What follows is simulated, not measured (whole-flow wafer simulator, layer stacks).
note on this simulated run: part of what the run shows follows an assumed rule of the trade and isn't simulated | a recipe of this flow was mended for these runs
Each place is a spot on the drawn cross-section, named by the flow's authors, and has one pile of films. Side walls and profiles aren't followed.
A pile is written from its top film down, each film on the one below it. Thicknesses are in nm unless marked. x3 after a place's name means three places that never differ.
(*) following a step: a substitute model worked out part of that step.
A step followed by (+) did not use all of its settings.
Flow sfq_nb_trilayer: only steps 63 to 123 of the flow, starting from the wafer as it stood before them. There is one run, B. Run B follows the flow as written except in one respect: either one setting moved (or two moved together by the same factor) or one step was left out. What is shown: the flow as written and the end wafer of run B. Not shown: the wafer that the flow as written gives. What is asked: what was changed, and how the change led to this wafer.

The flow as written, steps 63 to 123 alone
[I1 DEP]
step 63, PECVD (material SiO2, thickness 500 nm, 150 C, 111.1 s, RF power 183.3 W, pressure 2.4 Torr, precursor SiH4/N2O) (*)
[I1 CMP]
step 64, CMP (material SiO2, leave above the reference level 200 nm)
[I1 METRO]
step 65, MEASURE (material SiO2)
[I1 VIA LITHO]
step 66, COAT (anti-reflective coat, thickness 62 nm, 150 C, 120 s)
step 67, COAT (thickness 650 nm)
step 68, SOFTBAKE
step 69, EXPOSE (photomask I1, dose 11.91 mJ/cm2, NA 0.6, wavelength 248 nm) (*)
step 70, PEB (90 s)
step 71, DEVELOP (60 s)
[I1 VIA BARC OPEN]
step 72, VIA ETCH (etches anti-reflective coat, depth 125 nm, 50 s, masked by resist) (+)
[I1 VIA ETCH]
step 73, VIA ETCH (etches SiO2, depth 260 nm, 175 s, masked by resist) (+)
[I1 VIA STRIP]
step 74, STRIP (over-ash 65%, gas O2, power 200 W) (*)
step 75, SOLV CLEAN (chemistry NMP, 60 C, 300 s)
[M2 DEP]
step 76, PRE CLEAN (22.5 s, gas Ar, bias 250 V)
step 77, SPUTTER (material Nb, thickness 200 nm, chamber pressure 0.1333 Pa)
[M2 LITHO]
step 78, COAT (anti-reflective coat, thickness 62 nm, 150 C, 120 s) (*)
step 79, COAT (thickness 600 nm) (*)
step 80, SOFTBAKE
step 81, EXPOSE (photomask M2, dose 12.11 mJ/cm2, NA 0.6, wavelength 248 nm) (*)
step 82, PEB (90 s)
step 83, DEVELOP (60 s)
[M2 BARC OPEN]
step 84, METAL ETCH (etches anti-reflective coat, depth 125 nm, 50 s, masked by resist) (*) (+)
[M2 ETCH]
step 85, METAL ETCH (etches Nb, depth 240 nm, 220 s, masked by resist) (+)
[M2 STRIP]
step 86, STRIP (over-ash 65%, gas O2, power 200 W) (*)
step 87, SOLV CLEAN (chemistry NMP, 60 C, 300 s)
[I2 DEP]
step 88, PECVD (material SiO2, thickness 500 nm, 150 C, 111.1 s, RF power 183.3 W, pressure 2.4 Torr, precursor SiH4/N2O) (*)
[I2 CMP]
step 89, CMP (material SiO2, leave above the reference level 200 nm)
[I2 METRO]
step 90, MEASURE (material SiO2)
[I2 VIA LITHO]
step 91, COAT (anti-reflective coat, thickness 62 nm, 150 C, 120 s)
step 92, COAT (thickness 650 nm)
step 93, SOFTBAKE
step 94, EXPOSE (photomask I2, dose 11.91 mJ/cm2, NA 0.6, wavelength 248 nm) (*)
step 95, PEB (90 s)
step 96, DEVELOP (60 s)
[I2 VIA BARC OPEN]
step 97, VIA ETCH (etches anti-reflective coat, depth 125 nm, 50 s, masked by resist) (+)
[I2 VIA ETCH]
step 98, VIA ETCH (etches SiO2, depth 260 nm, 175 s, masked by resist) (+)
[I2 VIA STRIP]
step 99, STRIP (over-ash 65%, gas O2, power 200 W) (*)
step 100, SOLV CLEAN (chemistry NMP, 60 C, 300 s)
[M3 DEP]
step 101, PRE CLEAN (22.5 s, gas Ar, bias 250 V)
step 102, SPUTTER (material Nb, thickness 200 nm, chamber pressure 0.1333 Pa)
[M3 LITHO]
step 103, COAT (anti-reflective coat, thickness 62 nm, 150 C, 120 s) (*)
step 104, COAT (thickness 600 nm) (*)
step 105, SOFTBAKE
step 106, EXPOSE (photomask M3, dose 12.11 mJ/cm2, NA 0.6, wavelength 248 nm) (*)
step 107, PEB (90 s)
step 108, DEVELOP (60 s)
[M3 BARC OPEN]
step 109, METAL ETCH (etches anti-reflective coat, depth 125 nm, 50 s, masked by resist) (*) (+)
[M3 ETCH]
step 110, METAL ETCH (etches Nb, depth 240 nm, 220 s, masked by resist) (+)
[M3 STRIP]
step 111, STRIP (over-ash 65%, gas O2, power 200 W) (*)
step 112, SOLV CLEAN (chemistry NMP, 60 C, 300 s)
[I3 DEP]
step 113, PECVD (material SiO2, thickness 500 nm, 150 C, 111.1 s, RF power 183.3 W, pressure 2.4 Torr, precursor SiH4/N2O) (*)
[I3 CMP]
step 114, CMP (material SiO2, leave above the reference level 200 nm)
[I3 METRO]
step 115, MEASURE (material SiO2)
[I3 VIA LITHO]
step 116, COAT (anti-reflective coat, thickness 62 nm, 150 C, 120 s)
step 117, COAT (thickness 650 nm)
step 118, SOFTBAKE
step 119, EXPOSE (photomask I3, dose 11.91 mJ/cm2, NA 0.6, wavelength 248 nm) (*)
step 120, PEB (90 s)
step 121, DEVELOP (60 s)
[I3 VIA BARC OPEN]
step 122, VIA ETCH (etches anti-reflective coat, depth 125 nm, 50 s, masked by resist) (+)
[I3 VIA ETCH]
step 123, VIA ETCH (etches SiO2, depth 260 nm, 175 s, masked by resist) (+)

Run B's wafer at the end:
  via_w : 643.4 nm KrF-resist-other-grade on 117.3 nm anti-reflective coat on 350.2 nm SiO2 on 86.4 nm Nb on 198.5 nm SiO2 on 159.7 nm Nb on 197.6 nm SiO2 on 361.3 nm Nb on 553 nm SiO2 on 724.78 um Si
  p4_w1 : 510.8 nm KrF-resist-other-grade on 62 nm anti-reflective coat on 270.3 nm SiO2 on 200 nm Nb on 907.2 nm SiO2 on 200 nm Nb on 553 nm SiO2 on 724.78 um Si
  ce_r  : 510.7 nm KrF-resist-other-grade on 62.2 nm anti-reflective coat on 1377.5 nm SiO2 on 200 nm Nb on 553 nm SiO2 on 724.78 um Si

The reason: step 63, PECVD: 52.78 s was run, though the flow has 111.1 s.

The path from the change to this, step by step:
  step 63, PECVD (material SiO2, thickness 500 nm, 150 C, 111.1 s, RF power 183.3 W, pressure 2.4 Torr, precursor SiH4/N2O) (*)
      field_l, be, be_sur and 72 more: SiO2 gains 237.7 (it would be, as written: SiO2 gains 500)
      v_sur, via_wl, via_wr and 20 more: SiO2 gains 237.7 (new film) (it would be, as written: SiO2 gains 500 (new film))
      (as well as at 8 more places)
  step 64, CMP (material SiO2, leave above the reference level 200 nm)
      field_l, be, be_sur and 72 more: nothing (it would be, as written: SiO2 loses 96)
      lsp_m, ln_m6, lsp_r, l0_sur, l0v: nothing (it would be, as written: SiO2 loses 90.8)
      (as well as at 26 more places)
  step 66, COAT (anti-reflective coat, thickness 62 nm, 150 C, 120 s)
      ln_m5, m0r_line_l x3: anti-reflective coat gains 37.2 (new film) (it would be, as written: anti-reflective coat gains 62 (new film))
      l0_sur, p3_l4, p3_s4: anti-reflective coat gains 63.8 (new film) (it would be, as written: anti-reflective coat gains 62 (new film))
      (as well as at 90 more places)
  step 67, COAT (thickness 650 nm)
      m0r_line_l x3: KrF-resist-other-grade gains 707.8 (new film) (it would be, as written: KrF-resist-other-grade gains 650 (new film))
      m0r_line_r x3: KrF-resist-other-grade gains 707.3 (new film) (it would be, as written: KrF-resist-other-grade gains 650 (new film))
      (as well as at 67 more places)
  step 71, DEVELOP (60 s)
      via_v: KrF-resist-other-grade loses 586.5 (all of it) (it would be, as written: KrF-resist-other-grade loses 648.6 (all of it))
  step 74, STRIP (over-ash 65%, gas O2, power 200 W) (*)
      m0r_line_l x3: KrF-resist-other-grade loses 568.5 (all of it), anti-reflective coat loses 37.2 (all of it) (it would be, as written: KrF-resist-other-grade loses 510.8 (all of it), anti-reflective coat loses 62 (all of it))
      m0r_space_l, m6r_space_l x2: KrF-resist-other-grade loses 522.8 (all of it), anti-reflective coat loses 92.9 (all of it) (it would be, as written: KrF-resist-other-grade loses 510.8 (all of it), anti-reflective coat loses 62 (all of it))
      (as well as at 96 more places)
  step 77, SPUTTER (material Nb, thickness 200 nm, chamber pressure 0.1333 Pa)
      lsp_m, ln_m6, lsp_r, l0_sur, l0v: Nb gains 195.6 (new film) (it would be, as written: Nb gains 200 (new film))
      be, lsp_l: Nb gains 184.8 (new film) (it would be, as written: Nb gains 200 (new film))
      (as well as at 1 more place)
  step 78, COAT (anti-reflective coat, thickness 62 nm, 150 C, 120 s) (*)
      m0r_line_l x3, m0r_line_r x3: anti-reflective coat gains 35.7 (new film) (it would be, as written: anti-reflective coat gains 62 (new film))
      m0r_space_l, m0r_space_r, m6r_space_l x2, m6r_space_r x2: anti-reflective coat gains 91.7 (new film) (it would be, as written: anti-reflective coat gains 62 (new film))
      (as well as at 87 more places)
  step 79, COAT (thickness 600 nm) (*)
      m0r_line_l x3, m0r_line_r x3: KrF-resist-other-grade gains 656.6 (new film) (it would be, as written: KrF-resist-other-grade gains 600 (new film))
      p3_s1, p3_fr: KrF-resist-other-grade gains 616.4 (new film) (it would be, as written: KrF-resist-other-grade gains 600 (new film))
      (as well as at 65 more places)
  step 83, DEVELOP (60 s)
      m0r_line_l x3, m0r_line_r x3: KrF-resist-other-grade loses 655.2 (all of it) (it would be, as written: KrF-resist-other-grade loses 598.7 (all of it))
      wl_g_sl, m5r_line_l, m5r_line_r: KrF-resist-other-grade loses 638.2 (all of it) (it would be, as written: KrF-resist-other-grade loses 598.7 (all of it))
      (as well as at 43 more places)
  step 84, METAL ETCH (etches anti-reflective coat, depth 125 nm, 50 s, masked by resist) (*) (+)
      m5r_linepad_l, m5r_linepad_r, r5r_line_l, r5r_spacepad_l, r5r_spacepad_r, m8r_pad_l, m8r_pad_r: anti-reflective coat loses 125 (it would be, as written: anti-reflective coat loses 62 (all of it))
      m0r_line_l x3, m0r_line_r x3: anti-reflective coat loses 35.7 (all of it) (it would be, as written: anti-reflective coat loses 62 (all of it))
      (as well as at 65 more places)
  step 85, METAL ETCH (etches Nb, depth 240 nm, 220 s, masked by resist) (+)
      m5r_linepad_l, m5r_linepad_r: anti-reflective coat loses 38 (all of it), Nb loses 200 (all of it), SiO2 loses 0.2 (it would be, as written: Nb loses 200 (all of it), SiO2 loses 4)
      r5r_spacepad_l, r5r_spacepad_r: anti-reflective coat loses 36.4 (all of it), Nb loses 200 (all of it), SiO2 loses 0.36 (it would be, as written: Nb loses 200 (all of it), SiO2 loses 4)
      (as well as at 10 more places)
  step 86, STRIP (over-ash 65%, gas O2, power 200 W) (*)
      v_sur: KrF-resist-other-grade loses 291 (all of it), anti-reflective coat loses 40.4 (all of it) (it would be, as written: KrF-resist-other-grade loses 360.6 (all of it), anti-reflective coat loses 64.8 (all of it))
      via_wl: KrF-resist-other-grade loses 298.9 (all of it), anti-reflective coat loses 32.6 (all of it) (it would be, as written: KrF-resist-other-grade loses 357.4 (all of it), anti-reflective coat loses 67.7 (all of it))
      (as well as at 20 more places)
  step 88, PECVD (material SiO2, thickness 500 nm, 150 C, 111.1 s, RF power 183.3 W, pressure 2.4 Torr, precursor SiH4/N2O) (*)
      wl_d_sl, wl_d_sr: SiO2 gains 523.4 (it would be, as written: SiO2 gains 500)
      via_w: SiO2 gains 623.4 (new film) (it would be, as written: SiO2 gains 500 (new film))
  step 89, CMP (material SiO2, leave above the reference level 200 nm)
      field_l, be, be_sur and 79 more: nothing (it would be, as written: SiO2 loses 96)
      via_w: SiO2 loses 157.1 (it would be, as written: SiO2 loses 300)
  step 91, COAT (anti-reflective coat, thickness 62 nm, 150 C, 120 s)
      r_end, moat, wl_j_sr, wl_a_sl: anti-reflective coat gains 60.3 (new film) (it would be, as written: anti-reflective coat gains 62 (new film))
      wl_a_m6, wl_a_sr, wl_b_sl, wl_b_m5: anti-reflective coat gains 60.7 (new film) (it would be, as written: anti-reflective coat gains 62 (new film))
      (as well as at 73 more places)
  ... 18 further steps ...
  step 122, VIA ETCH (etches anti-reflective coat, depth 125 nm, 50 s, masked by resist) (+)
      via_v: anti-reflective coat loses 71 (all of it), SiO2 loses 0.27 (it would be, as written: anti-reflective coat loses 62 (all of it), SiO2 loses 0.31)
Taking metal films that touch as one body, via_w has 3 bodies (between them, from the top down: SiO2 198.5; SiO2 197.6); the flow as written gives 2 bodies (between them, from the top down: SiO2 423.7).
